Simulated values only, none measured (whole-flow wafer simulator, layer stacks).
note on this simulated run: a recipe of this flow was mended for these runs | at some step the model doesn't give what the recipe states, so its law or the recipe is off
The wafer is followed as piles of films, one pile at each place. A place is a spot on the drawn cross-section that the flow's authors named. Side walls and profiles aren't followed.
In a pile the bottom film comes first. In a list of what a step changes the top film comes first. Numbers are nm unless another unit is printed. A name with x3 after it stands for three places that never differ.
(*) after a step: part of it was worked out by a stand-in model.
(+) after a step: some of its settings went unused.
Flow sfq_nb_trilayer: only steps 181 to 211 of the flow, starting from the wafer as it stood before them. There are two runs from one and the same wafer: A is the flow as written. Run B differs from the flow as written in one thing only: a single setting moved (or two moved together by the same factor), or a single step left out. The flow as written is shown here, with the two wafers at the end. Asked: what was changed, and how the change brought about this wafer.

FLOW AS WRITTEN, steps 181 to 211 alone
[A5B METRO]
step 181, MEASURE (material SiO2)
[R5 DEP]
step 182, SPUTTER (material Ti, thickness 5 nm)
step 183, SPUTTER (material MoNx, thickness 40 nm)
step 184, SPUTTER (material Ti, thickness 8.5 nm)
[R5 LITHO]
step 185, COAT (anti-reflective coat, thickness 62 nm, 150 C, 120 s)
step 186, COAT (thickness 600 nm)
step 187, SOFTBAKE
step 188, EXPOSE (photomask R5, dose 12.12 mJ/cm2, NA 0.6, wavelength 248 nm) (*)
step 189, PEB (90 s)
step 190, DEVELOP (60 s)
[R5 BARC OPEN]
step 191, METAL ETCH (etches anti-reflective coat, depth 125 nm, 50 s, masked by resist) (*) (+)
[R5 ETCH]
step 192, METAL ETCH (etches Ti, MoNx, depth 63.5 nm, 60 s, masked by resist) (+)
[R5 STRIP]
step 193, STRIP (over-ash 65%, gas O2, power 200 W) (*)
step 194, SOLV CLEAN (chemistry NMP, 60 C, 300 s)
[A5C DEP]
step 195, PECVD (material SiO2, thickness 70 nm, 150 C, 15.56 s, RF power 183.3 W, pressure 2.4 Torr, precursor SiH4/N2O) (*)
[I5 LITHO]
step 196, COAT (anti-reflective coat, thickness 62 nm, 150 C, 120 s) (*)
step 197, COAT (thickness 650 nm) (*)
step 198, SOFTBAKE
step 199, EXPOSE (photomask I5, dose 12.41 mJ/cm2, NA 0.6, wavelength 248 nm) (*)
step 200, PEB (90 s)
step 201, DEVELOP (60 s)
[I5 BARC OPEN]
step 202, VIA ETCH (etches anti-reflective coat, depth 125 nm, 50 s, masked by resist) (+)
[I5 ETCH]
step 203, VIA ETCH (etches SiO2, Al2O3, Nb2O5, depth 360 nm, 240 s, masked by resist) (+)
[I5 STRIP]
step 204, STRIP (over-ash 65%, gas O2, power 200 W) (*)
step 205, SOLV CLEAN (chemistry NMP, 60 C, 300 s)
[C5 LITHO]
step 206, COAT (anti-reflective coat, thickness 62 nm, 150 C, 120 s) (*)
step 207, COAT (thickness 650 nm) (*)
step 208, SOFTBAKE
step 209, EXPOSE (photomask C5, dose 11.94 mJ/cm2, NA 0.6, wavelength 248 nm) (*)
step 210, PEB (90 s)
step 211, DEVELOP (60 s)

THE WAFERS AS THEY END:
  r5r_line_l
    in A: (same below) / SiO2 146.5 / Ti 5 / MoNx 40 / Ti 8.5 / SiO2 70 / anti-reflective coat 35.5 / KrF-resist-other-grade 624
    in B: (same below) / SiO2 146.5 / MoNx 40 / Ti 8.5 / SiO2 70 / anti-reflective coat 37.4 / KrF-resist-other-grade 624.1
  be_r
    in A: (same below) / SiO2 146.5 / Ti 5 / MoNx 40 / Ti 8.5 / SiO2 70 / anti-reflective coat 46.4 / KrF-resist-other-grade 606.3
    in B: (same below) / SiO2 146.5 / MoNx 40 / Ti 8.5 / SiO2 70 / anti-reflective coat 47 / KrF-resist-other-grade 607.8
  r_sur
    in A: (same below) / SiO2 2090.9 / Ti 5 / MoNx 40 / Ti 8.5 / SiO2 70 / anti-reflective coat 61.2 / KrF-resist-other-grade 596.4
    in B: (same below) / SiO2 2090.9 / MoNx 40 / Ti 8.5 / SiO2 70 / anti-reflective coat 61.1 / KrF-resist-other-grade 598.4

What caused this: step 182, SPUTTER: material Ti, thickness 5 nm, was omitted.

How this came from the change, step by step:
  step 192, METAL ETCH (etches Ti, MoNx, depth 63.5 nm, 60 s, masked by resist) (+)
      field_l, v_sur, via_wl and 92 more: A -8.5 Ti (all of it), -40 MoNx (all of it), -5 Ti (all of it), -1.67 SiO2 | B -8.5 Ti (all of it), -40 MoNx (all of it), -2.5 SiO2
      ce_l, c5j, ce_r, wl_jj: A -8.5 Ti (all of it), -40 MoNx (all of it), -5 Ti (all of it), -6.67 Nb | B -8.5 Ti (all of it), -40 MoNx (all of it), -10 Nb
  step 196, COAT (anti-reflective coat, thickness 62 nm, 150 C, 120 s) (*)
      r5r_line_l, r5r_line_c, r5r_line_r: A +35.5 anti-reflective coat (new film) | B +37.4 anti-reflective coat (new film)
      r5r_spacepad_l, r5r_spacepad_r: A +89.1 anti-reflective coat (new film) | B +86.9 anti-reflective coat (new film)
      (also at 5 further places)
  step 204, STRIP (over-ash 65%, gas O2, power 200 W) (*)
      r5r_line_l, r5r_line_c, r5r_line_r: A -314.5 KrF-resist-other-grade (all of it), -35.5 anti-reflective coat (all of it) | B -314.6 KrF-resist-other-grade (all of it), -37.4 anti-reflective coat (all of it)
      r5r_spacepad_l, r5r_spacepad_r: A -316.1 KrF-resist-other-grade (all of it), -89.1 anti-reflective coat (all of it) | B -316.1 KrF-resist-other-grade (all of it), -86.9 anti-reflective coat (all of it)
      (also at 5 further places)
  step 206, COAT (anti-reflective coat, thickness 62 nm, 150 C, 120 s) (*)
      r5r_line_l, r5r_line_c, r5r_line_r: A +35.5 anti-reflective coat (new film) | B +37.4 anti-reflective coat (new film)
      r5r_spacepad_l, r5r_spacepad_r: A +89.1 anti-reflective coat (new film) | B +86.9 anti-reflective coat (new film)
      (also at 5 further places)
